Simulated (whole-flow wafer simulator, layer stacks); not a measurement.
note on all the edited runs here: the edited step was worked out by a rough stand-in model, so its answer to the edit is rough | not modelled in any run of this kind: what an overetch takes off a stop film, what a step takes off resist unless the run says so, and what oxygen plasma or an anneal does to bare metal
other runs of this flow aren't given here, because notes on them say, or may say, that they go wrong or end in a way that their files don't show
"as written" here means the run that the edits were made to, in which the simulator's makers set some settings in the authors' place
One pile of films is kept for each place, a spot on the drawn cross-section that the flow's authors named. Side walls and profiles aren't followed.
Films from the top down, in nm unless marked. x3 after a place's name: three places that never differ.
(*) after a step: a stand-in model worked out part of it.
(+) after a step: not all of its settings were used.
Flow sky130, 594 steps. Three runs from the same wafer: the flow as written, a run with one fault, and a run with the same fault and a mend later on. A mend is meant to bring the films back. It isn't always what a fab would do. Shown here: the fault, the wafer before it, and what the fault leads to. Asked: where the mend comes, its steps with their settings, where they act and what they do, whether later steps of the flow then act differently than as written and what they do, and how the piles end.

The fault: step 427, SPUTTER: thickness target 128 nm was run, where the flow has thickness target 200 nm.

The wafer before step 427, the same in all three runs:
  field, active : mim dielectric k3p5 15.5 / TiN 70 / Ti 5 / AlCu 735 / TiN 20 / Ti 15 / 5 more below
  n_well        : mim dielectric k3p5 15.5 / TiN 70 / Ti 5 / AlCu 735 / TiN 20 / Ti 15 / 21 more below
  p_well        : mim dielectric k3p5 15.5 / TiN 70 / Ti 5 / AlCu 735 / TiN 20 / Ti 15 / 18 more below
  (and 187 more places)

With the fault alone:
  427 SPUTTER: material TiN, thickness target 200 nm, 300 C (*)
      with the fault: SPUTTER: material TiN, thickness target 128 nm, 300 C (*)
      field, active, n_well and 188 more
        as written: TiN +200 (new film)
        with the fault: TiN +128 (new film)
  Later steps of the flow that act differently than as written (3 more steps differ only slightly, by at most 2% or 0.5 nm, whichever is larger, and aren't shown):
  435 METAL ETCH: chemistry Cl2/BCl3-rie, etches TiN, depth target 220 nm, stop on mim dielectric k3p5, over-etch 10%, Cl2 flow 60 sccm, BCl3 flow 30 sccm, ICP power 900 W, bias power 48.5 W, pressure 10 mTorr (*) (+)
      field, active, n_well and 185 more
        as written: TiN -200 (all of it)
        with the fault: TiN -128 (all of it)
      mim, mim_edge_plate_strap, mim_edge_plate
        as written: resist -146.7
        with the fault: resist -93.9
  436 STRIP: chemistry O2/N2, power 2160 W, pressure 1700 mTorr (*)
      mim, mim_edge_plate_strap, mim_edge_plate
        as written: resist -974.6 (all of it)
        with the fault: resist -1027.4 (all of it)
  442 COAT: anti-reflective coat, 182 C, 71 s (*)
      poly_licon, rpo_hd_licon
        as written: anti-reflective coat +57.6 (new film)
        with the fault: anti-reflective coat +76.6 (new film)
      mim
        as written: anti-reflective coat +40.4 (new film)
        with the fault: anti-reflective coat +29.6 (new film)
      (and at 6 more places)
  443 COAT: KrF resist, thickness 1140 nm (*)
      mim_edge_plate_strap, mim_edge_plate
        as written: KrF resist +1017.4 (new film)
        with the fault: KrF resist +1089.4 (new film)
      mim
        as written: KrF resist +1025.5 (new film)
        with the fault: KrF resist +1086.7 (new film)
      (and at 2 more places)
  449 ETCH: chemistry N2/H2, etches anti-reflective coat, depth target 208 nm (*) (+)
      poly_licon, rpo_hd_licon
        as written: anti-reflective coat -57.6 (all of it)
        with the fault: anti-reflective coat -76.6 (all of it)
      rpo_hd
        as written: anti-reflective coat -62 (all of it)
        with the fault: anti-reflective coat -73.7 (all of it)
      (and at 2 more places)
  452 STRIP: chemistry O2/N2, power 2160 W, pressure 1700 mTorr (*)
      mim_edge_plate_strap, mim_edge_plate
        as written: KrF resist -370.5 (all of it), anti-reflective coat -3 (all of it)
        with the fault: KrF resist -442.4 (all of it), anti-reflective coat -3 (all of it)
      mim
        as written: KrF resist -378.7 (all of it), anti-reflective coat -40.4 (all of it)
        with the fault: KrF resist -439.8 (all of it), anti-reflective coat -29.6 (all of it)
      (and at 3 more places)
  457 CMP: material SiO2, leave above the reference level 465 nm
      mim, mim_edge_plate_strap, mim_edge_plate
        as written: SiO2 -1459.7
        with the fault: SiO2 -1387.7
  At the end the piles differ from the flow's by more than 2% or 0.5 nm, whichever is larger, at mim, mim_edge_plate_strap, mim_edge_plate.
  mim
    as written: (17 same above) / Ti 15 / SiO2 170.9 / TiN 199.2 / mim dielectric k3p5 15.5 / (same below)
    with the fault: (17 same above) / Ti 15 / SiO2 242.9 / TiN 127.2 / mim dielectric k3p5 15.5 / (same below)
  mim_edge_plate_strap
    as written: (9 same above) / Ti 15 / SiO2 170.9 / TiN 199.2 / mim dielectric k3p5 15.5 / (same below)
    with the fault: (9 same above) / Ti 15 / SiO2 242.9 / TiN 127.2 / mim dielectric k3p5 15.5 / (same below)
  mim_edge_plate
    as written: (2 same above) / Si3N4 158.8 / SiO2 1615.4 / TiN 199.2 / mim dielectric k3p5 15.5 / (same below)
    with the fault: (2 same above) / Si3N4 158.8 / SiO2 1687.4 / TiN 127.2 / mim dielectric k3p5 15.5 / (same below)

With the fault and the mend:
  The mend comes after step 434.
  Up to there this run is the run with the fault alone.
  434a STRIP: chemistry O2/N2, power 2160 W, pressure 1700 mTorr (*)
      mim, mim_edge_plate_strap, mim_edge_plate
        resist -1121.3 (all of it)
  434b SPUTTER: material TiN, thickness target 72 nm, 300 C (*) (the flow's step 427 once more, with other settings)
      field, active, n_well and 188 more
        TiN +72
  434c HMDS: 120 C, 60 s (the flow's step 429 once more)
      changes no film at any place that is followed
  434d COAT: resist, thickness 1140 nm (the flow's step 430 once more)
      field, active, n_well and 186 more
        resist +1140 (new film)
      m1, via2_hole
        resist +1140.6 (new film)
  434e SOFTBAKE: resist (the flow's step 431 once more)
      changes no film at any place that is followed
  434f EXPOSE: photomask CAPM, dose 177.7 mJ/cm2, NA 0.6, wavelength 365 nm (*) (the flow's step 432 once more)
      changes no film at any place that is followed
  434g PEB: resist, 70.3 s (the flow's step 433 once more)
      field, active, n_well and 188 more
        resist -18.7
  434h DEVELOP: resist, thickness 1140 nm, developer TMAH-0.26N, 60 s (the flow's step 434 once more)
      field, active, n_well and 183 more
        resist -1121.3 (all of it)
      m1, via2_hole
        resist -1121.9 (all of it)
  No later step of the flow acts differently than as written at any place that is followed.
  At the end the piles are the same as the flow's at every place that both follow.
